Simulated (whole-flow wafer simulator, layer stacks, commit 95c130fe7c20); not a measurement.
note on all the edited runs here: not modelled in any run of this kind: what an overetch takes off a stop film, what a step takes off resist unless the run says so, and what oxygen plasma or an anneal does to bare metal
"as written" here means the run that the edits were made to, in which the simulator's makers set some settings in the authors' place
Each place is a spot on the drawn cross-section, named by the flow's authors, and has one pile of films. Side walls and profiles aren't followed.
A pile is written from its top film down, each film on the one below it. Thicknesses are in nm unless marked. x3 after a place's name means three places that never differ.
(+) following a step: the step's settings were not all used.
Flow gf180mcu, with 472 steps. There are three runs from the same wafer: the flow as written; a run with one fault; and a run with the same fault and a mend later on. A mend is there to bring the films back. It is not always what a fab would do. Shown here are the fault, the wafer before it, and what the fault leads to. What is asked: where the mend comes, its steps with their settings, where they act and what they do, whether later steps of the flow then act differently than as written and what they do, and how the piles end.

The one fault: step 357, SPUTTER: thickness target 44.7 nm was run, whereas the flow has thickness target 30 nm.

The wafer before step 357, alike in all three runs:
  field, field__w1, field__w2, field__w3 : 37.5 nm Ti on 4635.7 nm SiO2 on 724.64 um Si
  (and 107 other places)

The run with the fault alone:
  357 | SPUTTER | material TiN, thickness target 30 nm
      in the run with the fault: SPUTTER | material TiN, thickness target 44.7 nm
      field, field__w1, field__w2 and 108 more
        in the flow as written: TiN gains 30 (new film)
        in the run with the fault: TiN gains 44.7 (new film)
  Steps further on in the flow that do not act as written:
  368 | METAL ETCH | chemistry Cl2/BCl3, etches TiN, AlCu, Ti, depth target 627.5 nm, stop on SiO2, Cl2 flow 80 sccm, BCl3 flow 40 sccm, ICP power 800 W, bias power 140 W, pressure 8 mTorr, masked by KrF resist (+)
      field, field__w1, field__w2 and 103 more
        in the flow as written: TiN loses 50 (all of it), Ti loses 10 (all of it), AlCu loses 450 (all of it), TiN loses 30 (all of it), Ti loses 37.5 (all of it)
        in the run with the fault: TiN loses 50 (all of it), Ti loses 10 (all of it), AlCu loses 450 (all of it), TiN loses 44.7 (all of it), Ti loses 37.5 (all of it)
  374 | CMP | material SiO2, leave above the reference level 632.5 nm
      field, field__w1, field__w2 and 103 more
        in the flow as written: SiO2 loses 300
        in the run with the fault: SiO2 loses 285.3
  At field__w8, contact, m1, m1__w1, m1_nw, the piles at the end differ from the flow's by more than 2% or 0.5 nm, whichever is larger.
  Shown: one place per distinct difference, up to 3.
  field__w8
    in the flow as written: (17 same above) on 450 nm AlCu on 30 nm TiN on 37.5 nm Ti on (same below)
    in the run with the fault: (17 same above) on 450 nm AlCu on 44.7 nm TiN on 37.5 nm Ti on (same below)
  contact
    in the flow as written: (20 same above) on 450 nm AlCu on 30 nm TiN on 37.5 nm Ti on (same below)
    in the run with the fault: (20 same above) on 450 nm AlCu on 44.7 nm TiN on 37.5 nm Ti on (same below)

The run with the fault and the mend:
  The mend follows step 357.
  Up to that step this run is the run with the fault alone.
  357a | METAL ETCH | chemistry Cl2/BCl3, etches TiN, AlCu, Ti, depth target 14.7 nm, Cl2 flow 80 sccm, BCl3 flow 40 sccm, ICP power 800 W, bias power 140 W, pressure 8 mTorr (the flow's step 260 again, with other settings)
      field, field__w1, field__w2 and 108 more
        TiN loses 14.7
  None of the later steps of the flow acts differently than as written at any place that is followed.
  The piles end the same as the flow's at every place that both follow.
